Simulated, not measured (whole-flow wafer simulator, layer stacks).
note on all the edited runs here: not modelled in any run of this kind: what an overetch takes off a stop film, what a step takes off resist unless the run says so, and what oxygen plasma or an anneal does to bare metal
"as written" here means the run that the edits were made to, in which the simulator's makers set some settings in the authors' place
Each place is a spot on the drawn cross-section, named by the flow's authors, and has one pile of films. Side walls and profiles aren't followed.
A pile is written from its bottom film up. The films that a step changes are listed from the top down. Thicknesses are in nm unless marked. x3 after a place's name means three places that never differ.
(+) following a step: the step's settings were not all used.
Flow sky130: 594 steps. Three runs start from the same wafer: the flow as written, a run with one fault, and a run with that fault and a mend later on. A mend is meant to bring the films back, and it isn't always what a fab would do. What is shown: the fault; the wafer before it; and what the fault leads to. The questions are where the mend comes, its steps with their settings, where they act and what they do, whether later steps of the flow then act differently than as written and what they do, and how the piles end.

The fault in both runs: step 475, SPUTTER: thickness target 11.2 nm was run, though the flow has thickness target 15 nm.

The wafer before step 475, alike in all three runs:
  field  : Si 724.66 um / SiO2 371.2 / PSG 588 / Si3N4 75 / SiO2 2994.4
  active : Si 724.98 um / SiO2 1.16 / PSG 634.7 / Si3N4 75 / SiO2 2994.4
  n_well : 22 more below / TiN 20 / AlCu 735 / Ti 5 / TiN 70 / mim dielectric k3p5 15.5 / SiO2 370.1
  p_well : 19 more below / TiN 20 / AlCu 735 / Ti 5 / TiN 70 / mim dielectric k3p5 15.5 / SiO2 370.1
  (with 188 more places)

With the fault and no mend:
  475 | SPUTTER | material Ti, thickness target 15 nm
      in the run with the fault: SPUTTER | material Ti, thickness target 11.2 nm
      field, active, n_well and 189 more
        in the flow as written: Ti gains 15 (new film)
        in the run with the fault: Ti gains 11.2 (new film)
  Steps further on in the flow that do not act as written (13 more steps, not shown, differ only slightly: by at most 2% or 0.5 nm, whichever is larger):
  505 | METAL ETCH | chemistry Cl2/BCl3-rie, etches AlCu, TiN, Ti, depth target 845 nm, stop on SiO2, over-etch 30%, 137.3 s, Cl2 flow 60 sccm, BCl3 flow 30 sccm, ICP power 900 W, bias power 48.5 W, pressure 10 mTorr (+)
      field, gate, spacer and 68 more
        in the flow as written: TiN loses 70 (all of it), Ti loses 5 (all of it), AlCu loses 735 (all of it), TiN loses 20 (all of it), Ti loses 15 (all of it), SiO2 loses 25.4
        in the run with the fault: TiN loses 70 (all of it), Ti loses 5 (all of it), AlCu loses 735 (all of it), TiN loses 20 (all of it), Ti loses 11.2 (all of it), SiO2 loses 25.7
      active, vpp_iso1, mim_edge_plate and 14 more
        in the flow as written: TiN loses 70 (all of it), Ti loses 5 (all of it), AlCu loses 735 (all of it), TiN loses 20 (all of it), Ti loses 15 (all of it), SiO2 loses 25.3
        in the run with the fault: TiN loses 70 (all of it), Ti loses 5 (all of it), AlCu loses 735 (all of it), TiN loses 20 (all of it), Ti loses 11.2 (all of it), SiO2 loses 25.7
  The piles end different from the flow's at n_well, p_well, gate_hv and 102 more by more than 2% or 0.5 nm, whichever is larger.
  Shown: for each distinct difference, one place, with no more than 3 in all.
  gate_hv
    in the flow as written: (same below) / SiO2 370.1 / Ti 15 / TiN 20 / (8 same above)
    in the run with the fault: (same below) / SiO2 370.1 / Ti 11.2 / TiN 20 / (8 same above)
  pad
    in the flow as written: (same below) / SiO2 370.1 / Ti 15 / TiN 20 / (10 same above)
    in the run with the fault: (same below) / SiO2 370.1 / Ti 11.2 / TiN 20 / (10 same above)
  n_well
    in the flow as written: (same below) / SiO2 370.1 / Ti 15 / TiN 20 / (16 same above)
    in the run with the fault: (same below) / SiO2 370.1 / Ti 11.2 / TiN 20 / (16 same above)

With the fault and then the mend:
  After step 475 comes the mend.
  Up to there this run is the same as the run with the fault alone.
  475a | SPUTTER | material Ti, thickness target 3.8 nm (a further turn of the flow's step 475, with different settings)
      field, active, n_well and 189 more
        Ti gains 3.8
  Every later step of the flow that is run acts as written at every place that is followed.
  At every place that both follow, the piles at the end match the flow's.
